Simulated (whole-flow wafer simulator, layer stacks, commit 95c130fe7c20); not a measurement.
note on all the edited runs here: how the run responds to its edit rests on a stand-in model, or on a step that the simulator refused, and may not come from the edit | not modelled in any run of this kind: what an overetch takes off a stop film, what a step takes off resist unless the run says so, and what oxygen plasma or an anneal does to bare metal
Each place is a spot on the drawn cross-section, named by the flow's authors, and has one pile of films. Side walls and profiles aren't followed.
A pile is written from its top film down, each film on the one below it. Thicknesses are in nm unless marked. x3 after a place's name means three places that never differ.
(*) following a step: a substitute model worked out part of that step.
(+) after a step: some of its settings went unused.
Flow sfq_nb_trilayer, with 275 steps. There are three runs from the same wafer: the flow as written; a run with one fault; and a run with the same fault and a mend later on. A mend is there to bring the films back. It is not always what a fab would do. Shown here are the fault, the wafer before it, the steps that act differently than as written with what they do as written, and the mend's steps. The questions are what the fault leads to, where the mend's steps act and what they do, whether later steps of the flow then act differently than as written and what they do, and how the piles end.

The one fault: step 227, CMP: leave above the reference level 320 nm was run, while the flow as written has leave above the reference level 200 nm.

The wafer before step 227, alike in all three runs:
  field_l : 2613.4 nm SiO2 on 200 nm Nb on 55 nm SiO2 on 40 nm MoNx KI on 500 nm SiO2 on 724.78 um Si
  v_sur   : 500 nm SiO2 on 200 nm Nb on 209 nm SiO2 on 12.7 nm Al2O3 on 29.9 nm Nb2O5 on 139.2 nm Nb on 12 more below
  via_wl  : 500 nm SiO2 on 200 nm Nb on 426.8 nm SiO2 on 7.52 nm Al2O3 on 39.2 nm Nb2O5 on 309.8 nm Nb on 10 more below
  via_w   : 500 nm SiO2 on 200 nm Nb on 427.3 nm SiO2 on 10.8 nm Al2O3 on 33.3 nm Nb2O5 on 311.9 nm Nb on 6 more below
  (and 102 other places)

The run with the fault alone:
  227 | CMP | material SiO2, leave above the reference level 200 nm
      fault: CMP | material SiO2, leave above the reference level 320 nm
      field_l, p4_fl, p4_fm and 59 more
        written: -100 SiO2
        fault: nothing
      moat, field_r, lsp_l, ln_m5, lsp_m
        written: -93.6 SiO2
        fault: nothing
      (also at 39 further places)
  Steps later in the flow that act otherwise than as written (not shown: 6 more steps that differ only slightly, by at most 2% or 0.5 nm, whichever is larger):
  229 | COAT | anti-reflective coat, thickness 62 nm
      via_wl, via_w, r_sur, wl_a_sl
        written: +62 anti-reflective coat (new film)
        fault: +60.7 anti-reflective coat (new film)
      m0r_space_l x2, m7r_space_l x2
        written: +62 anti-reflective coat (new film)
        fault: +65 anti-reflective coat (new film)
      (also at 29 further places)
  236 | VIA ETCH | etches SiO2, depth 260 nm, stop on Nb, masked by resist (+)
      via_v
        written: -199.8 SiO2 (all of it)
        fault: -260 SiO2
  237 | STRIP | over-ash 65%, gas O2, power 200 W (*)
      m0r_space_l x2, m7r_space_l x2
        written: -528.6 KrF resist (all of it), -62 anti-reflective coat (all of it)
        fault: -531.5 KrF resist (all of it), -65 anti-reflective coat (all of it)
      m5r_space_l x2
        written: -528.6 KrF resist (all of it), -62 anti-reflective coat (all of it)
        fault: -531.5 KrF resist (all of it), -63.8 anti-reflective coat (all of it)
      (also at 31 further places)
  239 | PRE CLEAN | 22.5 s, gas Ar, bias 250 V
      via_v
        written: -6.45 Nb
        fault: -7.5 SiO2
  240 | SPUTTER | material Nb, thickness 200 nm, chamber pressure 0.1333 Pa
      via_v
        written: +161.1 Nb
        fault: +146.9 Nb (new film)
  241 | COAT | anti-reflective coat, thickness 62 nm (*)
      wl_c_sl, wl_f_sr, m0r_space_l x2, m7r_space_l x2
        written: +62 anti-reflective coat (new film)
        fault: +64.6 anti-reflective coat (new film)
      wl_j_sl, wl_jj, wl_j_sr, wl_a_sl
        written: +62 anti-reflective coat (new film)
        fault: +60.7 anti-reflective coat (new film)
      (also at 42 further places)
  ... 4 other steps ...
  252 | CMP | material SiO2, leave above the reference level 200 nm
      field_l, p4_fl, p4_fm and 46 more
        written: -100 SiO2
        fault: -80 SiO2
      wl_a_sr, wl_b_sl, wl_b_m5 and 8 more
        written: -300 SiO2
        fault: -280 SiO2
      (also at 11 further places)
  The piles end different from the flow's at field_l, v_sur, via_wl and 103 more by more than 2% or 0.5 nm, whichever is larger.
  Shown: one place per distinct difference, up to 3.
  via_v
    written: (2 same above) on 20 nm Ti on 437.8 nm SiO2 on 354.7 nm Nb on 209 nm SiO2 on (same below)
    fault: (2 same above) on 20 nm Ti on 513.3 nm SiO2 on 146.9 nm Nb on 52.3 nm SiO2 on 200 nm Nb on 209 nm SiO2 on (same below)
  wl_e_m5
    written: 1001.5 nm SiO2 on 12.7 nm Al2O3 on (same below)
    fault: 1121.5 nm SiO2 on 12.7 nm Al2O3 on (same below)
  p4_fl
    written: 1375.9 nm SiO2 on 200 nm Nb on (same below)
    fault: 1495.9 nm SiO2 on 200 nm Nb on (same below)

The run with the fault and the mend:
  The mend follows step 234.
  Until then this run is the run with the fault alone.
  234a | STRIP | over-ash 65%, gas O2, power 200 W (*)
      p3_l3, p3_s3, p3_l4, p3_s4, p3_l5
        -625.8 KrF resist (all of it), -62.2 anti-reflective coat (all of it)
      m0r_line_l x2, m7r_line_l x2
        -628.7 KrF resist (all of it), -62.7 anti-reflective coat (all of it)
      m0r_space_l x2, m7r_space_l x2
        -627 KrF resist (all of it), -65 anti-reflective coat (all of it)
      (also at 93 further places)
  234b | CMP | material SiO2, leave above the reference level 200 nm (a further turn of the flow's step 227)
      field_l, p4_fl, p4_fm and 59 more
        -100 SiO2
      v_sur, via_wl, via_w and 33 more
        -120 SiO2
      moat, field_r, lsp_l, ln_m5, lsp_m
        -93.6 SiO2
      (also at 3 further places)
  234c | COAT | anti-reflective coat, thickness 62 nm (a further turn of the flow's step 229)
      field_l, v_sur, via_wl and 103 more
        +62 anti-reflective coat (new film)
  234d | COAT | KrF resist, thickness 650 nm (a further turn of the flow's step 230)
      field_l, v_sur, via_wl and 103 more
        +650 KrF resist (new film)
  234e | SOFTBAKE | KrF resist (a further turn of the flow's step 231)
      does not change any film at any place that is followed
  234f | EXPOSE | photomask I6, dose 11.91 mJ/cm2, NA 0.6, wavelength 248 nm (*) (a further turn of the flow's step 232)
      does not change any film at any place that is followed
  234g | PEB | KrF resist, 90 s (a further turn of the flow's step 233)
      field_l, v_sur, via_wl and 103 more
        -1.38 KrF resist
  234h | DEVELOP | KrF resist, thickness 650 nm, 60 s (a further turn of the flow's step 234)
      field_l, v_sur, via_wl and 102 more
        -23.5 KrF resist
      via_v
        -648.6 KrF resist (all of it)
  None of the later steps of the flow acts differently than as written at any place that is followed.
  The piles end the same as the flow's at every place that both follow.
